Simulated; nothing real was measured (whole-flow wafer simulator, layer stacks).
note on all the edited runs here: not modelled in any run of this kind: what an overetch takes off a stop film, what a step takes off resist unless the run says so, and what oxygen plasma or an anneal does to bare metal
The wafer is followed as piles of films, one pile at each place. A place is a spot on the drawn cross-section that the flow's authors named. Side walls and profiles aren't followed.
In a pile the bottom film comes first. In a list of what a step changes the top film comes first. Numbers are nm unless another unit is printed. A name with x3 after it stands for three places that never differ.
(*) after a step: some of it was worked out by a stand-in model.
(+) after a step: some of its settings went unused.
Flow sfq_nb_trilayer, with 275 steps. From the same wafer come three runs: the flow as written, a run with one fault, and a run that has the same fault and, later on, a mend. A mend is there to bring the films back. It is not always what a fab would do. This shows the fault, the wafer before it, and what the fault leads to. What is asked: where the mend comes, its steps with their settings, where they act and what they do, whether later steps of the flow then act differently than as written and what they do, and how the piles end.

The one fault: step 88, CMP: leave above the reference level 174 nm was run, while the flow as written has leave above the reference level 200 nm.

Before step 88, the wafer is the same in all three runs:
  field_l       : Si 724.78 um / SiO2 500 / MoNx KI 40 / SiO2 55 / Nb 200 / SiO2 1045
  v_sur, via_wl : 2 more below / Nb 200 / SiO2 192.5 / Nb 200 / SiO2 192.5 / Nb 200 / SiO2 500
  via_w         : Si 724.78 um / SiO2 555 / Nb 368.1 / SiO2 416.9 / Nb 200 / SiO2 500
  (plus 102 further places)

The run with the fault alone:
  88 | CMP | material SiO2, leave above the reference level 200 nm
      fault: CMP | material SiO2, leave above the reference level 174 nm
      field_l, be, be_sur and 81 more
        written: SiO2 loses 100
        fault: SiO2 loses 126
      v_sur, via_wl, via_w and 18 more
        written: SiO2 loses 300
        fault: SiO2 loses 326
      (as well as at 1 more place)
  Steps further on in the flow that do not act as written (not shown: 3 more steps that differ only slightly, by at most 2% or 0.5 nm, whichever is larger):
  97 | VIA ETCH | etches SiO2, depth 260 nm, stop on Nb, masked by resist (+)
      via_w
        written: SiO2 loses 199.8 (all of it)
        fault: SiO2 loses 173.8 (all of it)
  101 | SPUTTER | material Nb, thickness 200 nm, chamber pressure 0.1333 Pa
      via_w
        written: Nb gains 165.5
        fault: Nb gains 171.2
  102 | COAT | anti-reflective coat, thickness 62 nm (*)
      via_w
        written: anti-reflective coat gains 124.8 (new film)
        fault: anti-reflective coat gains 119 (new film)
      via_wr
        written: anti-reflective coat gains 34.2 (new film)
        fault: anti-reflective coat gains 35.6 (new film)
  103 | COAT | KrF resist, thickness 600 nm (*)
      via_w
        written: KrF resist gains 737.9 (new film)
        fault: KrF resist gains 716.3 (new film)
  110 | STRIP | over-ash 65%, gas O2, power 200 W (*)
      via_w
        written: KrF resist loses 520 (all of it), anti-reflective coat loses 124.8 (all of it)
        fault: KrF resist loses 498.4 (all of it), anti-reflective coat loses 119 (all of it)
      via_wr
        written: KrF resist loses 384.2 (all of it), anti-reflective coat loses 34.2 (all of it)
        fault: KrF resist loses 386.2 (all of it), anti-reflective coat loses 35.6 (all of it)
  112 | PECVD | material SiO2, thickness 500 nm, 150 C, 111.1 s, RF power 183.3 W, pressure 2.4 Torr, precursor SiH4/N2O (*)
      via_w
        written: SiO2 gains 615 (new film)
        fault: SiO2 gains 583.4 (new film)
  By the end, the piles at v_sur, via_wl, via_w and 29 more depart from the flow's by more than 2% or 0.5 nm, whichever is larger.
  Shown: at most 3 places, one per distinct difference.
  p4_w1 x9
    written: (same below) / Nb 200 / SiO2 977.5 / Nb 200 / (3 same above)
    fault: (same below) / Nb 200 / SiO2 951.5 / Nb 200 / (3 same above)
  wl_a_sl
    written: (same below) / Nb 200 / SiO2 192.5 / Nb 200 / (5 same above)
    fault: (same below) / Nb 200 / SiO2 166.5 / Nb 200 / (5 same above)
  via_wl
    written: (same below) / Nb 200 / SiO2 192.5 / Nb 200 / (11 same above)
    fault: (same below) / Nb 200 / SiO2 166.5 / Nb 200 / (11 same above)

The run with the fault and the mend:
  After step 95 comes the mend.
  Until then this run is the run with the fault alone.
  95a | STRIP | over-ash 65%, gas O2, power 200 W (*)
      field_l, v_sur, via_wl and 102 more
        KrF resist loses 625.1 (all of it), anti-reflective coat loses 62 (all of it)
      via_w
        anti-reflective coat loses 62 (all of it)
  95b | PECVD | material SiO2, thickness 26 nm, 150 C, 5.778 s, RF power 183.3 W, pressure 2.4 Torr, precursor SiH4/N2O (the flow's step 87 again, with other settings)
      field_l, v_sur, via_wl and 103 more
        SiO2 gains 26
  95c | COAT | anti-reflective coat, thickness 62 nm (the flow's step 90 again)
      field_l, v_sur, via_wl and 103 more
        anti-reflective coat gains 62 (new film)
  95d | COAT | KrF resist, thickness 650 nm (the flow's step 91 again)
      field_l, v_sur, via_wl and 103 more
        KrF resist gains 650 (new film)
  95e | SOFTBAKE | KrF resist (the flow's step 92 again)
      does not change any film at any place that is followed
  95f | EXPOSE | photomask I2, dose 11.91 mJ/cm2, NA 0.6, wavelength 248 nm (*) (the flow's step 93 again)
      does not change any film at any place that is followed
  95g | PEB | KrF resist, 90 s (the flow's step 94 again)
      field_l, v_sur, via_wl and 103 more
        KrF resist loses 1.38
  95h | DEVELOP | KrF resist, thickness 650 nm, 60 s (the flow's step 95 again)
      field_l, v_sur, via_wl and 102 more
        KrF resist loses 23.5
      via_w
        KrF resist loses 648.6 (all of it)
  Every later step of the flow that is run acts as written, at every place that is followed, to within 2% or 0.5 nm, whichever is larger.
  The piles end the same as the flow's at every place that both follow.
